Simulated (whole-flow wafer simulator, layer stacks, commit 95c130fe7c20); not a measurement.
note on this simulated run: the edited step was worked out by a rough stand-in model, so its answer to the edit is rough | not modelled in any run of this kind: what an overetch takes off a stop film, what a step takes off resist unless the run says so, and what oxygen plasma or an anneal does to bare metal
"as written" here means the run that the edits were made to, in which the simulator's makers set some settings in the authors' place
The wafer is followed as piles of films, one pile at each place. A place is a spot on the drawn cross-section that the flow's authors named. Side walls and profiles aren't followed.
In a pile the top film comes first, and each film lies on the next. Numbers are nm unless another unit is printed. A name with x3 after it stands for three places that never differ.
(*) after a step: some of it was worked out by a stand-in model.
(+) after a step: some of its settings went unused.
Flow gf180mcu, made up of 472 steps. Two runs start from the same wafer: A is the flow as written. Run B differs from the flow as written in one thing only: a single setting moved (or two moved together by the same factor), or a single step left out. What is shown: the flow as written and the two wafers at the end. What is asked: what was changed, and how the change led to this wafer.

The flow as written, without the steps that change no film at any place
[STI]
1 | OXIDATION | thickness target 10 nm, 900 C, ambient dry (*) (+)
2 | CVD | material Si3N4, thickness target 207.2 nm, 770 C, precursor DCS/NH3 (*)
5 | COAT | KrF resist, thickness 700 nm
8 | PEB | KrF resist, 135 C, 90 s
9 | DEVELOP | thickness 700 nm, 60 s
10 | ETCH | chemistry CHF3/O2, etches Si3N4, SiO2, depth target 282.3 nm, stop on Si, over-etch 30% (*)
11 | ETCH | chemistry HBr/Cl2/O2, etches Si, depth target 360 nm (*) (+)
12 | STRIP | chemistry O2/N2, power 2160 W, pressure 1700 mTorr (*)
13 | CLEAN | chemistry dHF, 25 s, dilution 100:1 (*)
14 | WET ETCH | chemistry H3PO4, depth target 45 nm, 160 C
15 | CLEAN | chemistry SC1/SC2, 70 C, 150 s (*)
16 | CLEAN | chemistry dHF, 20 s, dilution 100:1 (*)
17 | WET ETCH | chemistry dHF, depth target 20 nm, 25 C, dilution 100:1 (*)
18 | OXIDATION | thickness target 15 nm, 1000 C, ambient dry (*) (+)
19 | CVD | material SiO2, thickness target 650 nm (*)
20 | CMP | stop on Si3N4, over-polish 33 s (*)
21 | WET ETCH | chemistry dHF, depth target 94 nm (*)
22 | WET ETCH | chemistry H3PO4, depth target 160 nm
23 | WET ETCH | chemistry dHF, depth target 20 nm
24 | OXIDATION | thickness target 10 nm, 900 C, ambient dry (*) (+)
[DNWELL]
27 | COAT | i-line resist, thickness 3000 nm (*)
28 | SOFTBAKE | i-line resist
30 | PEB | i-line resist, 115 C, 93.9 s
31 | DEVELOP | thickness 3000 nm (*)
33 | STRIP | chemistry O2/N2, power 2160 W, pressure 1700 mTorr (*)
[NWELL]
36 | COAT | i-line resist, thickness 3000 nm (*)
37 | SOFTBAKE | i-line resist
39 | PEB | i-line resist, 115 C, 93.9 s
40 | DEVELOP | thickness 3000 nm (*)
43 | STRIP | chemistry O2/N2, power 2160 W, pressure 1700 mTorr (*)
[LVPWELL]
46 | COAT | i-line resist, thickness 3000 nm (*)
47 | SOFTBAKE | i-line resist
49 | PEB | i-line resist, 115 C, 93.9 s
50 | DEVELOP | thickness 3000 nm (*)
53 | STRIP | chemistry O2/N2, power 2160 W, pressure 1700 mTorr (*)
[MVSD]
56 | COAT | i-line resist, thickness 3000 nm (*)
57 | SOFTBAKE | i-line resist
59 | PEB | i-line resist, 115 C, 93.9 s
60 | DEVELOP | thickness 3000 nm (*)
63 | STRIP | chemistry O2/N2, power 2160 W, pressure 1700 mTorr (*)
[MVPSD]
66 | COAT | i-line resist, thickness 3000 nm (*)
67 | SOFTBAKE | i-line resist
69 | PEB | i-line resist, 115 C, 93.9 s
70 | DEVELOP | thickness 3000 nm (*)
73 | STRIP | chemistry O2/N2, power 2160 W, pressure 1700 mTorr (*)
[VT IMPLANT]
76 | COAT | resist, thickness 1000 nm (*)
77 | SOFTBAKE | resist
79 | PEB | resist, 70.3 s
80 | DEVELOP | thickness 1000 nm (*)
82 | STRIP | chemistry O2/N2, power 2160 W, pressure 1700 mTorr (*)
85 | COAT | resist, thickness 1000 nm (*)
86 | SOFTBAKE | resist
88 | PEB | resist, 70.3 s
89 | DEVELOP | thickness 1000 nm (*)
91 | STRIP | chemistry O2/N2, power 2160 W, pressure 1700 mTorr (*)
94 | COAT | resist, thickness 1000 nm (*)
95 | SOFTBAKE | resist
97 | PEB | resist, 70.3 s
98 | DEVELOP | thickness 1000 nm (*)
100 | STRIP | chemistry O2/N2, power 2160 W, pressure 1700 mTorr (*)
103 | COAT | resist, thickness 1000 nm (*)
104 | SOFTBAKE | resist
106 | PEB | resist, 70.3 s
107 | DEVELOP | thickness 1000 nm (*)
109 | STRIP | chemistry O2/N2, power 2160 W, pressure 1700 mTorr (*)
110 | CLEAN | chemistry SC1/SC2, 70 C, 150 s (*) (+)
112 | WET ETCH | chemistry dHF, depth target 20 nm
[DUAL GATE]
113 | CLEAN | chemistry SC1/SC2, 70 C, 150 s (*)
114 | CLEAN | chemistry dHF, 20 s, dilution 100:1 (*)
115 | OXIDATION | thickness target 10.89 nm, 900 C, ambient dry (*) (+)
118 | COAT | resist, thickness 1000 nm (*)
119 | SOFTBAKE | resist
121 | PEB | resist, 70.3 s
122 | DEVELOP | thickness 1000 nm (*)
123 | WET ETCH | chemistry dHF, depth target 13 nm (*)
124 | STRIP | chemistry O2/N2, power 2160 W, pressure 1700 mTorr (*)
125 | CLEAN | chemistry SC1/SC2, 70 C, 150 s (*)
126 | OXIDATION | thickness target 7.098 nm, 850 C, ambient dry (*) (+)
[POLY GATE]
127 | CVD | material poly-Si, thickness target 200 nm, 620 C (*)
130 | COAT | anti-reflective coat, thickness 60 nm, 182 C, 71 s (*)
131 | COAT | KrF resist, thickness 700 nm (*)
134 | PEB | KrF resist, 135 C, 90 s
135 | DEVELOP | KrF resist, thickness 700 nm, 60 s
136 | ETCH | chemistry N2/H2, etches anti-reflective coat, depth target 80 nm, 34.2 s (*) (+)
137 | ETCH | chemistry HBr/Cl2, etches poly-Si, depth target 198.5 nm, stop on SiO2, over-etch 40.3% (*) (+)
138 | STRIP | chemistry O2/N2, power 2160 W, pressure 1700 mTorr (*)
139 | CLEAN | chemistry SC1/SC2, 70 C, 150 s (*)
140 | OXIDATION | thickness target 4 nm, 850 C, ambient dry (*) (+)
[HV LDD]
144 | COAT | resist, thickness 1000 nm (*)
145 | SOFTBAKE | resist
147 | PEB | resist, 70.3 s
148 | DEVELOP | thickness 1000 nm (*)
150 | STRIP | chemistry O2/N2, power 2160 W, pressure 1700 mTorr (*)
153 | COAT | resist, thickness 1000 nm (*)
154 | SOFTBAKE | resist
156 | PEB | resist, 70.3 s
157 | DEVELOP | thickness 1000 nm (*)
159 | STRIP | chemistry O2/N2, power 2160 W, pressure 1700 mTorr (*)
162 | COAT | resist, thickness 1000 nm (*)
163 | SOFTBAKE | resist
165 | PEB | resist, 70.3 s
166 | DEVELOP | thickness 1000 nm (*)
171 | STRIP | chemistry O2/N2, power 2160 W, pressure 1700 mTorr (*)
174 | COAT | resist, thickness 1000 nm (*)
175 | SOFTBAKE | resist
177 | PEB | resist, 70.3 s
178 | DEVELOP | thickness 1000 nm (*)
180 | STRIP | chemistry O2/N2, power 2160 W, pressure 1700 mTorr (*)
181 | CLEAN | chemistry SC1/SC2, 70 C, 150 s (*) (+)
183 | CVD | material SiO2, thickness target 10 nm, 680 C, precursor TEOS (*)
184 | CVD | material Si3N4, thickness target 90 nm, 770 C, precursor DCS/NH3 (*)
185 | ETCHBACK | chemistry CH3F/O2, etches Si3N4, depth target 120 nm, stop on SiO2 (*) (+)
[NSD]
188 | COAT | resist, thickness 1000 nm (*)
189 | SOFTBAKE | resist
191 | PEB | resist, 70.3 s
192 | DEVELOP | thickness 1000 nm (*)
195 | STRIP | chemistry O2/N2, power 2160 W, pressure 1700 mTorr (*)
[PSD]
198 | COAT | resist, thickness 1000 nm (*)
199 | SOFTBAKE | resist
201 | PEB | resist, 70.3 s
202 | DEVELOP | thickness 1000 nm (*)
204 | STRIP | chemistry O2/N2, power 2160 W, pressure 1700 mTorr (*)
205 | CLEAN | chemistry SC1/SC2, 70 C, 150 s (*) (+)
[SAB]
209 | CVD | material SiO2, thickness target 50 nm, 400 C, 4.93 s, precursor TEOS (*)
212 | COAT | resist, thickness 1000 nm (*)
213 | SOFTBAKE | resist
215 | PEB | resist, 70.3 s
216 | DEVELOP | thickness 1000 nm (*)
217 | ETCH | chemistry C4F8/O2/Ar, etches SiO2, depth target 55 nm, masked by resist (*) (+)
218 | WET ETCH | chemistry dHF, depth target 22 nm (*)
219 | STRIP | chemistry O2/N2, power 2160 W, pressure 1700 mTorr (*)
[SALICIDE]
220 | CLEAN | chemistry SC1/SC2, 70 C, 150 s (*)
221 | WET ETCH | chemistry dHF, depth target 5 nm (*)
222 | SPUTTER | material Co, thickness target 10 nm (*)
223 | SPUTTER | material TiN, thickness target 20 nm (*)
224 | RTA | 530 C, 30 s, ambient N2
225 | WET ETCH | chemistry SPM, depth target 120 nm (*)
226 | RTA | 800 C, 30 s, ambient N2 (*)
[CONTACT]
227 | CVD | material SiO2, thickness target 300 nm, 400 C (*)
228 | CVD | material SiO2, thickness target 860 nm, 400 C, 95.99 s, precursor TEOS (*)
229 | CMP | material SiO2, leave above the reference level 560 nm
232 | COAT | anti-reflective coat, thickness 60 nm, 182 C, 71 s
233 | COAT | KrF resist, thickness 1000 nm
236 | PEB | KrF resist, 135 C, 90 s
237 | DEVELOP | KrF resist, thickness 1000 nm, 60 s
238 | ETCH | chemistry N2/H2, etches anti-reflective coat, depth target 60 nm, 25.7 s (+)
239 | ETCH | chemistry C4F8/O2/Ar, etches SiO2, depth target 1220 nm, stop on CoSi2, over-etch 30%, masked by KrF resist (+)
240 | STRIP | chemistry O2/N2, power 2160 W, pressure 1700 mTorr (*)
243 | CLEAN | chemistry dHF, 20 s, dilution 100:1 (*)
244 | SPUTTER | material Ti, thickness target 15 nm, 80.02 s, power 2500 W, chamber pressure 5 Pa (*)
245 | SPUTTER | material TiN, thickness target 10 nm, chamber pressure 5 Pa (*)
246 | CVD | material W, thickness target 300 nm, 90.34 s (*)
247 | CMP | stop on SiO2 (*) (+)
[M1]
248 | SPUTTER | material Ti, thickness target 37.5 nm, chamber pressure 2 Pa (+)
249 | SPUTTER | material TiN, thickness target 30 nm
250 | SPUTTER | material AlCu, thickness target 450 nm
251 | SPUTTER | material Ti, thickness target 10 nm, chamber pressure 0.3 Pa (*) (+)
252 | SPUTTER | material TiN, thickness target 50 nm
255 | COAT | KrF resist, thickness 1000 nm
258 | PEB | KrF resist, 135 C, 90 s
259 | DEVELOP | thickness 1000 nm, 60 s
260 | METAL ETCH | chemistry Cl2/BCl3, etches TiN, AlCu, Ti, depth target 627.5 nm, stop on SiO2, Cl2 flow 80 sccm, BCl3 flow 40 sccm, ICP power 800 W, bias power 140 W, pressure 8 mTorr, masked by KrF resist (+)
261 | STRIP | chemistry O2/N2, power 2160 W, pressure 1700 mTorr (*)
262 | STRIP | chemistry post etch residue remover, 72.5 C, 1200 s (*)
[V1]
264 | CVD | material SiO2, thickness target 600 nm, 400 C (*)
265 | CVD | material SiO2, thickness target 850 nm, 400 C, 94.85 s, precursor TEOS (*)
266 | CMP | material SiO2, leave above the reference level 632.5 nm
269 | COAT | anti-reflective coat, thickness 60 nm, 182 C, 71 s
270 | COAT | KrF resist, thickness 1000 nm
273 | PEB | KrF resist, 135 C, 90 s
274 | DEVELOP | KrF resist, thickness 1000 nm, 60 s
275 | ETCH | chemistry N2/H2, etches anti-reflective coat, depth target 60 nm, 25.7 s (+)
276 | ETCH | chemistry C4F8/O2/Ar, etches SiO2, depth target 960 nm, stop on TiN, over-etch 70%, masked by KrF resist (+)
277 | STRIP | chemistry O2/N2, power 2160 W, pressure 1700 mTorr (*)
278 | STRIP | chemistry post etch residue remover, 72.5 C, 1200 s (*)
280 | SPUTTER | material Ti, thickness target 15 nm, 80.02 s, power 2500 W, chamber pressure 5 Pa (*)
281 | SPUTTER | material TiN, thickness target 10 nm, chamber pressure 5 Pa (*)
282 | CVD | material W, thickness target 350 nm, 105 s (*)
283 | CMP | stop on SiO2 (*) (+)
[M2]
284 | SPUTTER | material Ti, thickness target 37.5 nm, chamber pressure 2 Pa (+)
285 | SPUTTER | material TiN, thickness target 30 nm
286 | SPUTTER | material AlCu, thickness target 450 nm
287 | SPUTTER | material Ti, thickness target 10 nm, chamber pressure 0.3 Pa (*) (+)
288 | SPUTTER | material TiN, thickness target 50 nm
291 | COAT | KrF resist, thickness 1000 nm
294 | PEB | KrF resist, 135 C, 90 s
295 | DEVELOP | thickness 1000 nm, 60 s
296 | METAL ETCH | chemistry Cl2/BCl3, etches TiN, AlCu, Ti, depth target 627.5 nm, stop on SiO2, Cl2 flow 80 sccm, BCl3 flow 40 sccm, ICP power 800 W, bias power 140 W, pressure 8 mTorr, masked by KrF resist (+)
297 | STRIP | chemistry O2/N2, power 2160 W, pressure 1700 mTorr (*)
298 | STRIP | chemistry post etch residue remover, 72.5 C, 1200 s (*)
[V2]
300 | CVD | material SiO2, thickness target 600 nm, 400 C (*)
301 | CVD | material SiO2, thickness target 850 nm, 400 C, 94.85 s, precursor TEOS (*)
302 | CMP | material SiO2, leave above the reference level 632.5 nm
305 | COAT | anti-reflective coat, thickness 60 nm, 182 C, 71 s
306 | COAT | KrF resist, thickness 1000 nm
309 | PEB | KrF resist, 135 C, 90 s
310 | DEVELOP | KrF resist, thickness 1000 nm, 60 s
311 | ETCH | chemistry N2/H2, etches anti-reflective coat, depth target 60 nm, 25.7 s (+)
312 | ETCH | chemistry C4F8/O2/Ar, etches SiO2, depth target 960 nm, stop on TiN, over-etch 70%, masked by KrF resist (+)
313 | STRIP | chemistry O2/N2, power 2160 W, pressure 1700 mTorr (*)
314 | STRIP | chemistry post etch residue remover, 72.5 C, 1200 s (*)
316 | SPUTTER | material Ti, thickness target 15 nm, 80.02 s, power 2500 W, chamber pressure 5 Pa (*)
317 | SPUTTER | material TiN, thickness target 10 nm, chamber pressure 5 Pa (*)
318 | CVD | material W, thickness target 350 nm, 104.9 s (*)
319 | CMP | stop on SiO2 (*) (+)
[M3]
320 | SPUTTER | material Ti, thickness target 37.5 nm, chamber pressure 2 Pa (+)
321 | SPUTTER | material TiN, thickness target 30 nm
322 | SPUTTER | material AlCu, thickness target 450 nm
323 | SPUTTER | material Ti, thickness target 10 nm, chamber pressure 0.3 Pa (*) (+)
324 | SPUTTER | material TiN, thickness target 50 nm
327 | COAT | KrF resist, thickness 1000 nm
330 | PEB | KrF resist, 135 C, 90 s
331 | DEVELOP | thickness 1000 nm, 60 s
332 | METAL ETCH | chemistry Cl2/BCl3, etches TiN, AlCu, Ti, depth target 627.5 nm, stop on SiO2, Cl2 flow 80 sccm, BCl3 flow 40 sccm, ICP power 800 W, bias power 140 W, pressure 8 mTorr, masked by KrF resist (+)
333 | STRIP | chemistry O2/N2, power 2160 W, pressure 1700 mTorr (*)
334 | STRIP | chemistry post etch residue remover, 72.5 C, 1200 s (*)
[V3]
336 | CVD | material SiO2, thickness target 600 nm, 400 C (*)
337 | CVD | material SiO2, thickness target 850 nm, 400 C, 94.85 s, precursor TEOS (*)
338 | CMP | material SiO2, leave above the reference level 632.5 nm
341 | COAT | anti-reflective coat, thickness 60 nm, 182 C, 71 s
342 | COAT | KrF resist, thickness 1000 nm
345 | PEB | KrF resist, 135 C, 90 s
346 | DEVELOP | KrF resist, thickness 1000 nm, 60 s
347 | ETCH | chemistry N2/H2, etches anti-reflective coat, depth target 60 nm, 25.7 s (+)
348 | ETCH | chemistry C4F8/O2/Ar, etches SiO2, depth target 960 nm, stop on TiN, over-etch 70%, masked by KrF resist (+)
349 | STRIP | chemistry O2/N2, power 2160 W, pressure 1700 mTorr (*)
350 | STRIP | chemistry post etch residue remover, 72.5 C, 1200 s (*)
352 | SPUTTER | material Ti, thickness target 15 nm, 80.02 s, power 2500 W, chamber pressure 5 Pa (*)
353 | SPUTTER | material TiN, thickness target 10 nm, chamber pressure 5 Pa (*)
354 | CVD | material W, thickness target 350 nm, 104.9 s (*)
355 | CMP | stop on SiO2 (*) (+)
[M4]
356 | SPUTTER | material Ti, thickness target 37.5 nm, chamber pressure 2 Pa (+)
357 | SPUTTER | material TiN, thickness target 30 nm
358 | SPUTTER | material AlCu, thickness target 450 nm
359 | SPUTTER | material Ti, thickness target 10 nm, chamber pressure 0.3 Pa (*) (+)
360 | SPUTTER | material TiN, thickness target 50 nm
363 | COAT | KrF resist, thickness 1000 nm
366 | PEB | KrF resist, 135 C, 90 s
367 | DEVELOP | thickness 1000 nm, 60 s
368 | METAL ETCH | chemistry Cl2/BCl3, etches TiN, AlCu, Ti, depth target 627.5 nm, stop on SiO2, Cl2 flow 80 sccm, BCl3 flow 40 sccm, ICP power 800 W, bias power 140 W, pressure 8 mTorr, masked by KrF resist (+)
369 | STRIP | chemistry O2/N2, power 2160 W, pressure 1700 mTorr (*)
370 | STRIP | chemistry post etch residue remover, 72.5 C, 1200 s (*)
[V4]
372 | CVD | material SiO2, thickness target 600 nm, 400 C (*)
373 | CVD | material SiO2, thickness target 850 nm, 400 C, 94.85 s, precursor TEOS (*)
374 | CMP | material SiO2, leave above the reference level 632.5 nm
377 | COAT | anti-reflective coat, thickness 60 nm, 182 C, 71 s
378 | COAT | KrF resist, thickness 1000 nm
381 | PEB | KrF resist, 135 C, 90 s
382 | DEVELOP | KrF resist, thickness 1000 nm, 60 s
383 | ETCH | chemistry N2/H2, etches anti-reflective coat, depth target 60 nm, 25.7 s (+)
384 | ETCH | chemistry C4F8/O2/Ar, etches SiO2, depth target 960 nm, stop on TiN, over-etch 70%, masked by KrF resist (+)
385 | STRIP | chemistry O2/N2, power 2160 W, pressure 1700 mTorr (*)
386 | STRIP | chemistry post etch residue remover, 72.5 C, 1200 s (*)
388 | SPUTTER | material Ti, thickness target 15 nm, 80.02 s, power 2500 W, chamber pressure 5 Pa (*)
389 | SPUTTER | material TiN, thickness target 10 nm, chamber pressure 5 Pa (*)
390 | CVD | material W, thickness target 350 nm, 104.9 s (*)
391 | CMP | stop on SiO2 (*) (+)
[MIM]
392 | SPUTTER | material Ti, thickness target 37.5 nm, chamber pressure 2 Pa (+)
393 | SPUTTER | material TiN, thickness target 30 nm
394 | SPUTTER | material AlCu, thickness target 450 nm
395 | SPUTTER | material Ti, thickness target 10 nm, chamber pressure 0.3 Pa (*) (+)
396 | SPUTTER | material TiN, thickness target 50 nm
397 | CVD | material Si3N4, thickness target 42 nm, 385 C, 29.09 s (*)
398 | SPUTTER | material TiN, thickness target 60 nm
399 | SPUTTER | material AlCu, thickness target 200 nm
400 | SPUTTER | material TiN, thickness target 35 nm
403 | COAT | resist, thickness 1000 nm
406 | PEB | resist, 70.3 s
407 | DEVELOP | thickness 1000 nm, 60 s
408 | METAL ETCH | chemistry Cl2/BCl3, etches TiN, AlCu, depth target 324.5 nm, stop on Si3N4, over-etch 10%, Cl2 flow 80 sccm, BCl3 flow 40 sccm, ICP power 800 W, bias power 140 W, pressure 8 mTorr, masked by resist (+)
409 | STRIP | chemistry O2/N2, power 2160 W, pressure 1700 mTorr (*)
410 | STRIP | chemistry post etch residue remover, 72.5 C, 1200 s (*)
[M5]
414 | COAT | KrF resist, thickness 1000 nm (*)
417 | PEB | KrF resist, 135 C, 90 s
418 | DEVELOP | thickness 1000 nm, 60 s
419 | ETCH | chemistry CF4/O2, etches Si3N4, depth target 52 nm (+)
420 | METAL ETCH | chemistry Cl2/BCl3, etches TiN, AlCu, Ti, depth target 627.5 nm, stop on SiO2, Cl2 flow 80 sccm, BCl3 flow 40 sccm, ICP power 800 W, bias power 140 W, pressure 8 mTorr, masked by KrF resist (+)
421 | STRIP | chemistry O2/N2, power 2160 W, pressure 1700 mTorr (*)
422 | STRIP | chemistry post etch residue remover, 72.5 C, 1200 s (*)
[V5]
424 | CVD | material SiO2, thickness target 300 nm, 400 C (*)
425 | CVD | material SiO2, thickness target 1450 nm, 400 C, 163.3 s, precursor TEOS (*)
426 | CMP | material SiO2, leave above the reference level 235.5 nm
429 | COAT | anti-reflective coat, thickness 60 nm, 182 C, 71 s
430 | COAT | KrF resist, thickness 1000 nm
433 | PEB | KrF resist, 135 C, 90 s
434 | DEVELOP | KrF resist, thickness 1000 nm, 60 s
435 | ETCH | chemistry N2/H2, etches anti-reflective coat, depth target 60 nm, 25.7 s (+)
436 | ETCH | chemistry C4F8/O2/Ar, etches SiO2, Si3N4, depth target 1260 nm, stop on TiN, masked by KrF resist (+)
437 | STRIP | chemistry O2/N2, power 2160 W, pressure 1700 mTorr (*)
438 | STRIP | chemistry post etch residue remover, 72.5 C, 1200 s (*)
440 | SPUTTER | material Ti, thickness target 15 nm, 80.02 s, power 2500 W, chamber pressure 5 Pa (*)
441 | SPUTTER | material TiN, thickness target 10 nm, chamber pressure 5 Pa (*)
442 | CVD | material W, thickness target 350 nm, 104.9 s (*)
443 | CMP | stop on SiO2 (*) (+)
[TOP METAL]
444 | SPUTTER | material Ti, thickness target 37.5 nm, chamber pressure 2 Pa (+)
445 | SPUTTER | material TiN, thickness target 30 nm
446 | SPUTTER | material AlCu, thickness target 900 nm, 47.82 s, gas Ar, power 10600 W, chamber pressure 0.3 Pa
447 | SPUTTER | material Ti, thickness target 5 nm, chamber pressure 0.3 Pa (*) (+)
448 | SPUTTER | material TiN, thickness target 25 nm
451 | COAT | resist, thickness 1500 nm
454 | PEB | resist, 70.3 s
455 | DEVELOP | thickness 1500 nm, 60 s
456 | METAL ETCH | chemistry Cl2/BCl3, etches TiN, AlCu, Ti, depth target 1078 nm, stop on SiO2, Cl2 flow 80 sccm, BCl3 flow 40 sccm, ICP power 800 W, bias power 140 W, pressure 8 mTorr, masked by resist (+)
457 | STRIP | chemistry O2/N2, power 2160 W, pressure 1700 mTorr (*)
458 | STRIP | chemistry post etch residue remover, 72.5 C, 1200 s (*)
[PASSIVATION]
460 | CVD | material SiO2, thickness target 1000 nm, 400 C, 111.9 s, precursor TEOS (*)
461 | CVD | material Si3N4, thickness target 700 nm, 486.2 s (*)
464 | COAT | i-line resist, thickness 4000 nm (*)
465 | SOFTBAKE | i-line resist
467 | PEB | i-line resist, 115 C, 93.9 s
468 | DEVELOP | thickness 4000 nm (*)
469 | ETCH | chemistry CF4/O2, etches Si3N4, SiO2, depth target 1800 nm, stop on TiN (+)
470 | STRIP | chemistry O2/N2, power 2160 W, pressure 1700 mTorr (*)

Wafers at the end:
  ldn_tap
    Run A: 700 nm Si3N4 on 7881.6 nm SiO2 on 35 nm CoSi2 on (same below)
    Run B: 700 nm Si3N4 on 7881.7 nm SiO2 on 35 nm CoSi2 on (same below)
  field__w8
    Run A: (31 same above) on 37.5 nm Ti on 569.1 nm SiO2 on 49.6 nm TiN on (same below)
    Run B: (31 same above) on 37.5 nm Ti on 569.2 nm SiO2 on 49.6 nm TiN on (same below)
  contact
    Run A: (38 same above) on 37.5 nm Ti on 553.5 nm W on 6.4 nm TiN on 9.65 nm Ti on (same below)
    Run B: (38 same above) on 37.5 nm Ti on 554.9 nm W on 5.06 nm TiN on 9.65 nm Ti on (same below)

What caused this: step 281, SPUTTER: thickness target 7.9 nm was run, whereas the flow has thickness target 10 nm.

The path from the change to this, step by step:
  281 | SPUTTER | material TiN, thickness target 10 nm, chamber pressure 5 Pa (*)
      field, field__w1, field__w2 and 107 more: A TiN gains 10 (new film) | B TiN gains 7.9 (new film)
      contact: A TiN gains 6.4 (new film) | B TiN gains 5.06 (new film)
  283 | CMP | stop on SiO2 (*) (+)
      field, field__w1, field__w2 and 107 more: A W loses 350 (all of it), TiN loses 10 (all of it), Ti loses 15 (all of it), SiO2 loses 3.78 | B W loses 350 (all of it), TiN loses 7.9 (all of it), Ti loses 15 (all of it), SiO2 loses 3.76
